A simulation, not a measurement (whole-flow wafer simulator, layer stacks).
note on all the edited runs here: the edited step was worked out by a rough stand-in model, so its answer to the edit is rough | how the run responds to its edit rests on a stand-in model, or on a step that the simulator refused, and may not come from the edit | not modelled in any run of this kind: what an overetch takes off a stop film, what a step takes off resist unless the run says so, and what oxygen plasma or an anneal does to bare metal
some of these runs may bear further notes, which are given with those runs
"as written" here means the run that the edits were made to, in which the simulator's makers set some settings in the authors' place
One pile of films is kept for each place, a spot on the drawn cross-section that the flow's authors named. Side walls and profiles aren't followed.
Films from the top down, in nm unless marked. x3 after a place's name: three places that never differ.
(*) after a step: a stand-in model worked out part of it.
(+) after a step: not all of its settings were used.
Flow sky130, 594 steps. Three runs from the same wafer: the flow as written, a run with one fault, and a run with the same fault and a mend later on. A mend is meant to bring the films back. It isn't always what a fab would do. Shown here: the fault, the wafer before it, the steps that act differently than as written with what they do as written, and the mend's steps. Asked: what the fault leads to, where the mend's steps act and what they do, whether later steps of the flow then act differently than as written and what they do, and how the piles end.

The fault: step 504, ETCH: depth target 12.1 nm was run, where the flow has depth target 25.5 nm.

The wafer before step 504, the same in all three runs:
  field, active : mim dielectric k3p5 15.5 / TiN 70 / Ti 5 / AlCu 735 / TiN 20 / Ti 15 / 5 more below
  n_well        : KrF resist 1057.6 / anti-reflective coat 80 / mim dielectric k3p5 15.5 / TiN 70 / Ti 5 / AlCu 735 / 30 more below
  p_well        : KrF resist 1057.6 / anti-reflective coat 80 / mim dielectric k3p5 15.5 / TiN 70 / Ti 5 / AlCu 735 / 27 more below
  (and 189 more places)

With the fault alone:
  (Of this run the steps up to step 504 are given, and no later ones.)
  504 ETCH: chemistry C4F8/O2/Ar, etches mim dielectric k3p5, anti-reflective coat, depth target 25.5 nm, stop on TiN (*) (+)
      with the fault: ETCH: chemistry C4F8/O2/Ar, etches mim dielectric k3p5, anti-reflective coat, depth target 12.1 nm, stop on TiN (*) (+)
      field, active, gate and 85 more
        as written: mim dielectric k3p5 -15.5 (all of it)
        with the fault: mim dielectric k3p5 -12.1
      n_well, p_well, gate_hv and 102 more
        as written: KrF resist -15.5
        with the fault: KrF resist -8.07
  After step 504 the piles differ from the flow's by more than 2% or 0.5 nm, whichever is larger, at field, active, gate and 85 more.
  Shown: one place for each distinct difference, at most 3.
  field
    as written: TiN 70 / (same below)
    with the fault: mim dielectric k3p5 3.4 / TiN 70 / (same below)

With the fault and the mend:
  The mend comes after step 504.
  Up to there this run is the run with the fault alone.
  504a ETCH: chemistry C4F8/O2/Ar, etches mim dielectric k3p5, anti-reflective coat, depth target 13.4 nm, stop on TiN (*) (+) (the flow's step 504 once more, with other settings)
      n_well, p_well, gate_hv and 102 more
        KrF resist -3.4
      field, active, gate and 85 more
        mim dielectric k3p5 -3.4 (all of it)
  No later step of the flow acts differently than as written, at any place that is followed, by more than 2% or 0.5 nm, whichever is larger.
  At the end the piles are the same as the flow's at every place that both follow.
